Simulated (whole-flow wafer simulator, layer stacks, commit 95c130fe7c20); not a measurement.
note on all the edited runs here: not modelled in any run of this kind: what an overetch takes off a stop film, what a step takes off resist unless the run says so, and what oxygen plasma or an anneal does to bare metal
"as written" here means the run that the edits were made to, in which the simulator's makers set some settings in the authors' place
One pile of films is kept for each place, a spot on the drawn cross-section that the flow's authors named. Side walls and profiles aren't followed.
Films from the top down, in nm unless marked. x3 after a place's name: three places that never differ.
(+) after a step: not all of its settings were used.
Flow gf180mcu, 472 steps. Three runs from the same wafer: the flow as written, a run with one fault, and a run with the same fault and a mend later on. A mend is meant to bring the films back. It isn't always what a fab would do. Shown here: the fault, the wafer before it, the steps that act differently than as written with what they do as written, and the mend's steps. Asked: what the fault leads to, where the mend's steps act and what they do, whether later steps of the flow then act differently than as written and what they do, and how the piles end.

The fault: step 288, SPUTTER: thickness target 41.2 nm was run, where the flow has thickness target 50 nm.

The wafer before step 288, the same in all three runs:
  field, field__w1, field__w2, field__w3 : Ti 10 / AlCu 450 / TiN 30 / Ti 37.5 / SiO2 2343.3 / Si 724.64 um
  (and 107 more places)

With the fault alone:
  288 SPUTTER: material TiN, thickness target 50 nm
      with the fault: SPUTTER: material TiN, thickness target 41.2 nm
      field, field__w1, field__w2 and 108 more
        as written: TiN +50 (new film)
        with the fault: TiN +41.2 (new film)
  Later steps of the flow that act differently than as written (5 more steps differ only slightly, by at most 2% or 0.5 nm, whichever is larger, and aren't shown):
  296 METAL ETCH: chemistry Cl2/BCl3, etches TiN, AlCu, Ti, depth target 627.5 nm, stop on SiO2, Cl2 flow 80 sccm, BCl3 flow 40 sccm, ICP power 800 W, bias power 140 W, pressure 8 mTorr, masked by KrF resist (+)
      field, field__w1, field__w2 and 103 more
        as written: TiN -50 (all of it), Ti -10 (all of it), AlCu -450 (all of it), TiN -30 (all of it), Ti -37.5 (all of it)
        with the fault: TiN -41.2 (all of it), Ti -10 (all of it), AlCu -450 (all of it), TiN -30 (all of it), Ti -37.5 (all of it)
  At the end the piles differ from the flow's by more than 2% or 0.5 nm, whichever is larger, at field__w8, contact, m1, m1__w1, m1_nw.
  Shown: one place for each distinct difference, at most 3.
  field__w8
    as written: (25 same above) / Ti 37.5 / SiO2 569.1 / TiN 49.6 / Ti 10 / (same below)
    with the fault: (25 same above) / Ti 37.5 / SiO2 577.9 / TiN 40.8 / Ti 10 / (same below)
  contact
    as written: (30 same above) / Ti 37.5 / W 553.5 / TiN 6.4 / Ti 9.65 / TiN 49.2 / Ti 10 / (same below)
    with the fault: (30 same above) / Ti 37.5 / W 562.4 / TiN 6.37 / Ti 9.6 / TiN 40.4 / Ti 10 / (same below)

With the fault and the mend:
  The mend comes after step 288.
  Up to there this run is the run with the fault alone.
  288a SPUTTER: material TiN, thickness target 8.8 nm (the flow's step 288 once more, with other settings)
      field, field__w1, field__w2 and 108 more
        TiN +8.8
  No later step of the flow acts differently than as written at any place that is followed.
  At the end the piles are the same as the flow's at every place that both follow.
